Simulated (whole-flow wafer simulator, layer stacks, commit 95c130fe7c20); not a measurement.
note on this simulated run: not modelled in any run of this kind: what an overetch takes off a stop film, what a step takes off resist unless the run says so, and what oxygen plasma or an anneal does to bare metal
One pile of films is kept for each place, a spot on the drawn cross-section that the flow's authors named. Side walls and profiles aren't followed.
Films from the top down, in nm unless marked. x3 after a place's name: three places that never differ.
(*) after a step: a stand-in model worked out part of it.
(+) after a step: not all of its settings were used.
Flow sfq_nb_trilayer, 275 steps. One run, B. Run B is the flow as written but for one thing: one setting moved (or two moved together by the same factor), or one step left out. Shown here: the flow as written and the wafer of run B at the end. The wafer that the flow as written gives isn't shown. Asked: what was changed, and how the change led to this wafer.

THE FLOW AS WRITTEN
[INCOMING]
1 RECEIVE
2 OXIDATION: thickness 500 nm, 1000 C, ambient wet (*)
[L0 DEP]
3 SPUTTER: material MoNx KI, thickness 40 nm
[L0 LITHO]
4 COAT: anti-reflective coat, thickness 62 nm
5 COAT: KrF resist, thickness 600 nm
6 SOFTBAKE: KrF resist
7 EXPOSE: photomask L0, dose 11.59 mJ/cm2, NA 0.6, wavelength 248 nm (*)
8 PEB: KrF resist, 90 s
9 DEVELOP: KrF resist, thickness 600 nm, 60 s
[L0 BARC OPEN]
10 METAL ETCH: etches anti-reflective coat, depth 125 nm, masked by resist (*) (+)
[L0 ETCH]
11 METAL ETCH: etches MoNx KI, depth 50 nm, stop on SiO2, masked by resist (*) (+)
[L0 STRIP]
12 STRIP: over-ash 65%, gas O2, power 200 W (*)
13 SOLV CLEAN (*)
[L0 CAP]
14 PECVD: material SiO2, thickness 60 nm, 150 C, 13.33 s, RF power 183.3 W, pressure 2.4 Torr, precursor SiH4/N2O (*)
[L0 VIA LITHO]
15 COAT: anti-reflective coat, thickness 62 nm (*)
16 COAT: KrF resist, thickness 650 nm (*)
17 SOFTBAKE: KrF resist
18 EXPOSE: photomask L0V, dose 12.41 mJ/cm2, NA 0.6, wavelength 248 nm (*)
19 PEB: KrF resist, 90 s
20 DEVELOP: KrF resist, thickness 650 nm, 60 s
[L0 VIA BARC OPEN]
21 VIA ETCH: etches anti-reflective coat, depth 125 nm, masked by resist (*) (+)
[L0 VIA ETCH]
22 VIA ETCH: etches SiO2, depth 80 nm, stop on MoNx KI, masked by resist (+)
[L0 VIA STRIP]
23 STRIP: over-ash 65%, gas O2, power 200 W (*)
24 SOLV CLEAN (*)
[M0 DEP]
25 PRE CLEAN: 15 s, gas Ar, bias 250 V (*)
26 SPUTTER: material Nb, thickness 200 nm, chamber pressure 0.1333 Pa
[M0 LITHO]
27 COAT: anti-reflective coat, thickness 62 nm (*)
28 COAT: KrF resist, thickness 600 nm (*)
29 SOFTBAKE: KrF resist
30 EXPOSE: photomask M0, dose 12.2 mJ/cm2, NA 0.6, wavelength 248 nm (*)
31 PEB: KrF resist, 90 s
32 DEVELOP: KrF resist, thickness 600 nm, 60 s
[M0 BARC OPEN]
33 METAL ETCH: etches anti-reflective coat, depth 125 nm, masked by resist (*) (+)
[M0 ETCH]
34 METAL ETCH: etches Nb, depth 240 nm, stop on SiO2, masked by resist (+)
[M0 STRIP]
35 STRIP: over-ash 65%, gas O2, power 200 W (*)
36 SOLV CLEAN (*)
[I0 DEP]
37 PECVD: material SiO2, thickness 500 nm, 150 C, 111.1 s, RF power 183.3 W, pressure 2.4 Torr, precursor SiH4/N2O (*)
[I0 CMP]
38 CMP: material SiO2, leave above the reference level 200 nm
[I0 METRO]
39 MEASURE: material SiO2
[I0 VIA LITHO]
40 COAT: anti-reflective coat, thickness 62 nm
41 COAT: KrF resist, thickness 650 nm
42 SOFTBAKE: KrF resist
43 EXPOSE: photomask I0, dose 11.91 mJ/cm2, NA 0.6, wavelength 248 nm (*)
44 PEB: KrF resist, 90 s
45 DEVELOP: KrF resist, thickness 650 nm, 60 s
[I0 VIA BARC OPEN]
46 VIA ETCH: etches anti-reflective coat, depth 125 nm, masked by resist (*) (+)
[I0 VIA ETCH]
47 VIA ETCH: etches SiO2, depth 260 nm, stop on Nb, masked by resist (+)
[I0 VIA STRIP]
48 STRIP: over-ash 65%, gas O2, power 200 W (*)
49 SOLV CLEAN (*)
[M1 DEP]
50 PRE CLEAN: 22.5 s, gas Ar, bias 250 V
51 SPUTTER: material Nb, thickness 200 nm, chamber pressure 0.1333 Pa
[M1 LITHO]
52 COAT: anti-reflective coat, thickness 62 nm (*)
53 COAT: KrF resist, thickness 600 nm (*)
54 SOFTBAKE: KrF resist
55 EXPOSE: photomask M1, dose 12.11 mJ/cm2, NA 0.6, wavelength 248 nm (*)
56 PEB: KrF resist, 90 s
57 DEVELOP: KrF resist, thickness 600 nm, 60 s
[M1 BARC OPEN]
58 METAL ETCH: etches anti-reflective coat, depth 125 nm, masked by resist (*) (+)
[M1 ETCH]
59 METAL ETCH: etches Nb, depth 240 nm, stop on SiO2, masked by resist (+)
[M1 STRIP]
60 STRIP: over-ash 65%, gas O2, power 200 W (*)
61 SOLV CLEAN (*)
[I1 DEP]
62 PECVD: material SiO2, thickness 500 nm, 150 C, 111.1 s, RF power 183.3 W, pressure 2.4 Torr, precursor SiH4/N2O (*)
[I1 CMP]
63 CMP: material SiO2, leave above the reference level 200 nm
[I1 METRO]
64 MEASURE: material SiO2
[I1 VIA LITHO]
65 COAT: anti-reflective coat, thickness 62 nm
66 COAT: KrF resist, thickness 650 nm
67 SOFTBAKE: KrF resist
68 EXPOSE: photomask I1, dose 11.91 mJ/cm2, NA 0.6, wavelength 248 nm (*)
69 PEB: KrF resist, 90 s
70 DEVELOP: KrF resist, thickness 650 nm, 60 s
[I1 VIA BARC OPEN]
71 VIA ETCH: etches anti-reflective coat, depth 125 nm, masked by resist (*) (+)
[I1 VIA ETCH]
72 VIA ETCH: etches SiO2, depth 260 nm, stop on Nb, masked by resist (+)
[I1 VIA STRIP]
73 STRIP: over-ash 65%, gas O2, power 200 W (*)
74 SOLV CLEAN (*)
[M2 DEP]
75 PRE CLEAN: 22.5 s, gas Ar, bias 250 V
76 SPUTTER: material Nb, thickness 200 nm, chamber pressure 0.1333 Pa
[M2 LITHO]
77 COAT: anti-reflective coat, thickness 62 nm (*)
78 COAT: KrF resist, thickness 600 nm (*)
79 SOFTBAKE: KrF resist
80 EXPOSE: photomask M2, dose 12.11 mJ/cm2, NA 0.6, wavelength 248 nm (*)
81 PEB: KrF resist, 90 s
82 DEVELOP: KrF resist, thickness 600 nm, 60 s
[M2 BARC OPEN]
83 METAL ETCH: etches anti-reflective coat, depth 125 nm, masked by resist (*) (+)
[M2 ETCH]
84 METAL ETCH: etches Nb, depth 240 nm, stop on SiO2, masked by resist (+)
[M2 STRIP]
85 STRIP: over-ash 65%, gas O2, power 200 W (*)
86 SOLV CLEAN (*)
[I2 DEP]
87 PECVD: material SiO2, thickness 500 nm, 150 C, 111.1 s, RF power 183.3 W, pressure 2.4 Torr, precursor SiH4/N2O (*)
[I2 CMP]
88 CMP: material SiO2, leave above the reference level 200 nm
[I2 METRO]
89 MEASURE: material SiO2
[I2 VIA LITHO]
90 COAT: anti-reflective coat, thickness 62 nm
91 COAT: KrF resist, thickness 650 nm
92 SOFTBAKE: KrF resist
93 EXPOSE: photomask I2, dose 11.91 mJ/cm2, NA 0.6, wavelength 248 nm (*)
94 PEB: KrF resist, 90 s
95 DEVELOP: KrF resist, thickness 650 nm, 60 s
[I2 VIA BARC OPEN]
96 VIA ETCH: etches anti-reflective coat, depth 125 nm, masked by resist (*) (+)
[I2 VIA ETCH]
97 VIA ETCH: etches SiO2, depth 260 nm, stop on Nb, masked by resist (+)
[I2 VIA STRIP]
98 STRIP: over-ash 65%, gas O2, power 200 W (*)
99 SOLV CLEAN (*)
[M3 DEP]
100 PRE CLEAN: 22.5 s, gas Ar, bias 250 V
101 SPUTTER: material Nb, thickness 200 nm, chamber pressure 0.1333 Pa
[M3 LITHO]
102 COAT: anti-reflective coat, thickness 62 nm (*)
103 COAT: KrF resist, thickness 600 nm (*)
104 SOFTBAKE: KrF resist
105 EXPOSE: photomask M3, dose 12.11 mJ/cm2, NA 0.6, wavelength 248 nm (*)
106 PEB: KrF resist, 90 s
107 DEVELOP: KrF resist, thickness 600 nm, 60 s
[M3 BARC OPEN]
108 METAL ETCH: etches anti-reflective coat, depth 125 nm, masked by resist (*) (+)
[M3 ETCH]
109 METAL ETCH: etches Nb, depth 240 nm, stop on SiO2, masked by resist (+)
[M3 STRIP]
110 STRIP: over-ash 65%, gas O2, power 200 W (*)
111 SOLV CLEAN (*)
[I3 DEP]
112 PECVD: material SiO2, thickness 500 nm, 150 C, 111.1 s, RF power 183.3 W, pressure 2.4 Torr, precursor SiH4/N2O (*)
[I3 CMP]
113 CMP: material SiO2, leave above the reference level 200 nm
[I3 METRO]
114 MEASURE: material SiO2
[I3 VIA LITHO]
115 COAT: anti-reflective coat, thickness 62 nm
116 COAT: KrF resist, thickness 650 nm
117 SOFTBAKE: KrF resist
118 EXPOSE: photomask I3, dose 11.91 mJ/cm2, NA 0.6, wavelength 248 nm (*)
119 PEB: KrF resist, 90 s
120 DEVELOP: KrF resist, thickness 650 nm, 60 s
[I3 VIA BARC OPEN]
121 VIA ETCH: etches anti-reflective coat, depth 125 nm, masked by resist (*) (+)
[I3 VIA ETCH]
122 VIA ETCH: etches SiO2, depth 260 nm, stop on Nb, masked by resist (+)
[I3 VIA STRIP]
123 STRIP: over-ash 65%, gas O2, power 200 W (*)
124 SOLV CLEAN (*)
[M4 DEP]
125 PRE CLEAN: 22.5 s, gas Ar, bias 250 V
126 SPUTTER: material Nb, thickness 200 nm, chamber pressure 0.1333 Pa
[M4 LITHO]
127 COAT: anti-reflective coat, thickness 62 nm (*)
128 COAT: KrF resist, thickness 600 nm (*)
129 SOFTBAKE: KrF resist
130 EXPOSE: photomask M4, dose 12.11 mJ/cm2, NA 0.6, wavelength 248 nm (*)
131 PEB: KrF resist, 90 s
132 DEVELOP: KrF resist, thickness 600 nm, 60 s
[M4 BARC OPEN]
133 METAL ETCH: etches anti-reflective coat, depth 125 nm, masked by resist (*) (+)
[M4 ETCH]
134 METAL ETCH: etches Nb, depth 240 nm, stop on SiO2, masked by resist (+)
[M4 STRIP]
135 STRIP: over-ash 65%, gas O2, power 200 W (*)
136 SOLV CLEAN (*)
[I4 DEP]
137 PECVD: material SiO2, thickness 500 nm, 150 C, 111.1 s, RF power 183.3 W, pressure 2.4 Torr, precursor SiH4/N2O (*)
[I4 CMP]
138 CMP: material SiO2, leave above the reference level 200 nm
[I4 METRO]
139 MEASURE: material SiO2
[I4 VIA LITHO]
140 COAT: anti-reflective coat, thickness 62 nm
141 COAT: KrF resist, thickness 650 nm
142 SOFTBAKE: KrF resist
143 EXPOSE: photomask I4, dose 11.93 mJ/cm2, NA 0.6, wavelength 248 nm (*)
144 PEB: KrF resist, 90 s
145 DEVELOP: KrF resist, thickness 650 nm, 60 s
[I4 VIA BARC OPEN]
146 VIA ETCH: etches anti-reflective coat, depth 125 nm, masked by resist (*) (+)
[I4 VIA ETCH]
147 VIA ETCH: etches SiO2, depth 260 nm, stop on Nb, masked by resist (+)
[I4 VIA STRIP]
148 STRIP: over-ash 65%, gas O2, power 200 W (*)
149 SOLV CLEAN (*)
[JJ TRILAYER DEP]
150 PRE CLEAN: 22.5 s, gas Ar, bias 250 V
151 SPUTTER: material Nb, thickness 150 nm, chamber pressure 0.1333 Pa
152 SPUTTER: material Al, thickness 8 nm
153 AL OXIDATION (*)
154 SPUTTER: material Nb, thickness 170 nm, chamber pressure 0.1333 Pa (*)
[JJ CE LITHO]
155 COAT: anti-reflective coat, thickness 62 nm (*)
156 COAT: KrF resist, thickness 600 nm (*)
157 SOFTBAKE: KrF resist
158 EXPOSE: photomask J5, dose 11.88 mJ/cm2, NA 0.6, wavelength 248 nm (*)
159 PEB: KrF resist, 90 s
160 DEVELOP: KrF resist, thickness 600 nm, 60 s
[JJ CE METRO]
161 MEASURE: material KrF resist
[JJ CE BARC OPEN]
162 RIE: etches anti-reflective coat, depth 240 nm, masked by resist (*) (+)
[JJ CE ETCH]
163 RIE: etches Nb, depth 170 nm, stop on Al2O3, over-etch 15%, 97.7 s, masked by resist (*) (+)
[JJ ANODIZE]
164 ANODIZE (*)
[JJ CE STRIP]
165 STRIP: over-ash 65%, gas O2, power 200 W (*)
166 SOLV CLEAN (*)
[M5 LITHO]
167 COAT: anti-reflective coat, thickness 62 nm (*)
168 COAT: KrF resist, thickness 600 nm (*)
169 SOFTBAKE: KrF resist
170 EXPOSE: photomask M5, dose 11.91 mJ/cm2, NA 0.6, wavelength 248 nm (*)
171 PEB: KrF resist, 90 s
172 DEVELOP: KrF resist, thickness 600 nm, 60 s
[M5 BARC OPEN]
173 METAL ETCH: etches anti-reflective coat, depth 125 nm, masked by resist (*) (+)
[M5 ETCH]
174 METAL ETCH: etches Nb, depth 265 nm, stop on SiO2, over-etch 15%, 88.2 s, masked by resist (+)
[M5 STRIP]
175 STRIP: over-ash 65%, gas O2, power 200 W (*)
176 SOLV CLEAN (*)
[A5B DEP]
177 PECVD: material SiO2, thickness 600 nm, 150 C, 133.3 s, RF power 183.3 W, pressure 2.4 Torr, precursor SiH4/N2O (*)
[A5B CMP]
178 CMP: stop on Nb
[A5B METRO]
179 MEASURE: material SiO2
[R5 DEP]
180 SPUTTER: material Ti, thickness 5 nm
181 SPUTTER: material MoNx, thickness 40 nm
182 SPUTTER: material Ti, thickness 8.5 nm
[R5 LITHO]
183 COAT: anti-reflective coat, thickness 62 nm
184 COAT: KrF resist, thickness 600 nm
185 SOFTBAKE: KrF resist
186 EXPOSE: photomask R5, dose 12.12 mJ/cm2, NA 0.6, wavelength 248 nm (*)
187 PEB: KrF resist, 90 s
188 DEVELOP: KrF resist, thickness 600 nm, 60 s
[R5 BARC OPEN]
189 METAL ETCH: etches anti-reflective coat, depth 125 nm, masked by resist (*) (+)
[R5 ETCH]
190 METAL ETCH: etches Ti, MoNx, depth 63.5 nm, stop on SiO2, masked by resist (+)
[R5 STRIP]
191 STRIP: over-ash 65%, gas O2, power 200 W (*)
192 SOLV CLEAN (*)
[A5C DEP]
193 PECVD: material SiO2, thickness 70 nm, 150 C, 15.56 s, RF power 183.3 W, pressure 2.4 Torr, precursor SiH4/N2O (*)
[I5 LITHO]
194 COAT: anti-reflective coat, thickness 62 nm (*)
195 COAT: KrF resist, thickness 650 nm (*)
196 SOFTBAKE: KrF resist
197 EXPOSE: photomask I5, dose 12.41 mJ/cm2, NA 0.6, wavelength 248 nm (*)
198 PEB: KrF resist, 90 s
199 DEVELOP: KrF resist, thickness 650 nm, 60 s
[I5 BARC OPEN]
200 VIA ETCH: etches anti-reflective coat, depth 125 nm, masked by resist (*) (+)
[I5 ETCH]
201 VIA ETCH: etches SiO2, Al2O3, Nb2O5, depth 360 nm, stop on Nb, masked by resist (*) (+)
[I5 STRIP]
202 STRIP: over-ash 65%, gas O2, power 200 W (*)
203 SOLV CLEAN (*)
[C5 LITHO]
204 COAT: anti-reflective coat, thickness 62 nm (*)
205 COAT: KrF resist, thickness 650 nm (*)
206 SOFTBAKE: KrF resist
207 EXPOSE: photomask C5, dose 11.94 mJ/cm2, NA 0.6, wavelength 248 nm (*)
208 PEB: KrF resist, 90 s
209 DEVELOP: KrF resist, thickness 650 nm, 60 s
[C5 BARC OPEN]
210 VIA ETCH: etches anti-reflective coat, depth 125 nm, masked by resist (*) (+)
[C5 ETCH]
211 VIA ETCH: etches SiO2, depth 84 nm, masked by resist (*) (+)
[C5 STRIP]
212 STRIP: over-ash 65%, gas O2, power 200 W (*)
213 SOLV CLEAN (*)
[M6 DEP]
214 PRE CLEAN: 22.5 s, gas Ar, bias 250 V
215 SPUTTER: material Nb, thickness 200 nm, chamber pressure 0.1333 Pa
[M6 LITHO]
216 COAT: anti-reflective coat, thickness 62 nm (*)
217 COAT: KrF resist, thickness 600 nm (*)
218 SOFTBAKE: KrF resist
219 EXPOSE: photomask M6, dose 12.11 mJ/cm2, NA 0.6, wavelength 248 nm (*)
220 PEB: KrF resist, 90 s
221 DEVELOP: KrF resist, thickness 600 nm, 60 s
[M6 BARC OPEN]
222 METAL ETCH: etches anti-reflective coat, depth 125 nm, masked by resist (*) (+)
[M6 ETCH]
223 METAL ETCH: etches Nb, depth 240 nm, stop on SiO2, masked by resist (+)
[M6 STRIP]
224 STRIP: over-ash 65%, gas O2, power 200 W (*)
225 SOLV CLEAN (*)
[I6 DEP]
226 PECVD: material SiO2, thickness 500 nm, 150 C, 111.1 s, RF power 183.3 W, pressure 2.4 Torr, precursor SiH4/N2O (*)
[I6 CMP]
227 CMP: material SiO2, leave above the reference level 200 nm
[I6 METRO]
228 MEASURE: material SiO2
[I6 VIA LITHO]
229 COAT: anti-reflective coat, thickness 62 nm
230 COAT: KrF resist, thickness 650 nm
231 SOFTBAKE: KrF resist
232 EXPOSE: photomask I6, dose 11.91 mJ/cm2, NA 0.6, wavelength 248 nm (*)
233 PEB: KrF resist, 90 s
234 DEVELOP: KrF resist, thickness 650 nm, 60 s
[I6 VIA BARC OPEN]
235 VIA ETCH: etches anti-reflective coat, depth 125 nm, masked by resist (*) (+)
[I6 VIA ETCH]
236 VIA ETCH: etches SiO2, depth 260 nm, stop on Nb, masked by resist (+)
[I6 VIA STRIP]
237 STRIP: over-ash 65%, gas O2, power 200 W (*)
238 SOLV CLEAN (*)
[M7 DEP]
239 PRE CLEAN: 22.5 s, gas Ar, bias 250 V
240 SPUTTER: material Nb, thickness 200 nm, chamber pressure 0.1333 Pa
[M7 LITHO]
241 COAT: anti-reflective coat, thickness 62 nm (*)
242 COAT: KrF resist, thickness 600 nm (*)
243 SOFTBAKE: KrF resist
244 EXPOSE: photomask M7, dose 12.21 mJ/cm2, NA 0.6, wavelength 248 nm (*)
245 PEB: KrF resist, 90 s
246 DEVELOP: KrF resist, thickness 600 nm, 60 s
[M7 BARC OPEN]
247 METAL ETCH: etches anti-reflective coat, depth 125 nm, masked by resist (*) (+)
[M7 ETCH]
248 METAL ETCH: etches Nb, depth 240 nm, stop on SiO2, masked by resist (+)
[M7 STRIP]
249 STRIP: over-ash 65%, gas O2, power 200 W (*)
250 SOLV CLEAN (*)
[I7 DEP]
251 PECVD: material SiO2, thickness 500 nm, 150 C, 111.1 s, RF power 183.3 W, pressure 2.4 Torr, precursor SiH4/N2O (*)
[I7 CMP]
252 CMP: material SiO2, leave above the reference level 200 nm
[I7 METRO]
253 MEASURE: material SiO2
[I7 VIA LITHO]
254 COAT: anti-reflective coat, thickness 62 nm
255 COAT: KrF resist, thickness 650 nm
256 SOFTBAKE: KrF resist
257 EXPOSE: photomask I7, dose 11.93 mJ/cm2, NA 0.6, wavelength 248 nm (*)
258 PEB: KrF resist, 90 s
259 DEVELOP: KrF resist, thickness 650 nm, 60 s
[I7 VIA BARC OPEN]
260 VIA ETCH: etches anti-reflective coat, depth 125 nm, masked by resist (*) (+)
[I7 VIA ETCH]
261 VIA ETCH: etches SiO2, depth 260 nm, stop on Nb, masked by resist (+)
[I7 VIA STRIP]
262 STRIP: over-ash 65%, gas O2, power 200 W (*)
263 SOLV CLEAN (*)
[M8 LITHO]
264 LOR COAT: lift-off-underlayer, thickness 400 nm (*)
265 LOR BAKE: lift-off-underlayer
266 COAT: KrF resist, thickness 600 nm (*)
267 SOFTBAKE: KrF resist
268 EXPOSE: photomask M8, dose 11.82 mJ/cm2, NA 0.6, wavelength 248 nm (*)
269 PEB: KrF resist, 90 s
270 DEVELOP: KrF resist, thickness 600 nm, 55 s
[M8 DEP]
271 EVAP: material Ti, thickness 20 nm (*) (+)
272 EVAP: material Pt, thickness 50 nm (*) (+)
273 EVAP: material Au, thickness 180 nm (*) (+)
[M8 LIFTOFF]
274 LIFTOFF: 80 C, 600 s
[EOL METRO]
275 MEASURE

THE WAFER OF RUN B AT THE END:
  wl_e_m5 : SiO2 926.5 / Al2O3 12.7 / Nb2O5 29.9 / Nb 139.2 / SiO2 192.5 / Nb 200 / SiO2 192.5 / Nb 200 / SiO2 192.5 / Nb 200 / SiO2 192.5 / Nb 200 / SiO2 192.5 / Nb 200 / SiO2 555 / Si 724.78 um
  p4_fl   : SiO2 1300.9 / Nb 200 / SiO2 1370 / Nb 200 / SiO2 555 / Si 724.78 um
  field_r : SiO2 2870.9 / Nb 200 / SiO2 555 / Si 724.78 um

The cause: step 240, SPUTTER: thickness 125 nm was run, where the flow has thickness 200 nm.

How the change led to this, step by step:
  240 SPUTTER: material Nb, thickness 200 nm, chamber pressure 0.1333 Pa
      field_l, v_sur, via_wl and 102 more: Nb +125 (new film) (as written it would be: Nb +200 (new film))
      via_v: Nb +100.5 (as written it would be: Nb +161.1)
  241 COAT: anti-reflective coat, thickness 62 nm (*)
      via_v: anti-reflective coat +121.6 (new film) (as written it would be: anti-reflective coat +126 (new film))
  248 METAL ETCH: etches Nb, depth 240 nm, stop on SiO2, masked by resist (+)
      field_l, field_r, lsp_l and 62 more: Nb -125 (all of it) (as written it would be: Nb -200 (all of it))
      v_sur, via_wl, via_w and 38 more: KrF resist -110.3 (as written it would be: KrF resist -141.2)
  249 STRIP: over-ash 65%, gas O2, power 200 W (*)
      wl_j_sl, wl_jj, wl_j_sr and 14 more: KrF resist -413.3 (all of it), anti-reflective coat -62 (all of it) (as written it would be: KrF resist -382.4 (all of it), anti-reflective coat -62 (all of it))
      ln_m5, lsp_m, ln_m6, lsp_r: KrF resist -412.8 (all of it), anti-reflective coat -61.8 (all of it) (as written it would be: KrF resist -381.9 (all of it), anti-reflective coat -61.8 (all of it))
      (and at 20 more places)
  251 PECVD: material SiO2, thickness 500 nm, 150 C, 111.1 s, RF power 183.3 W, pressure 2.4 Torr, precursor SiH4/N2O (*)
      m7r_space_l x2: SiO2 +500 (as written it would be: SiO2 +557.1)
      via_v: SiO2 +598.4 (new film) (as written it would be: SiO2 +621 (new film))
  252 CMP: material SiO2, leave above the reference level 200 nm
      field_l, p4_fl, p4_fm and 56 more: SiO2 -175 (as written it would be: SiO2 -100)
      field_r, lsp_l: SiO2 -161 (as written it would be: SiO2 -77.7)
      (and at 5 more places)
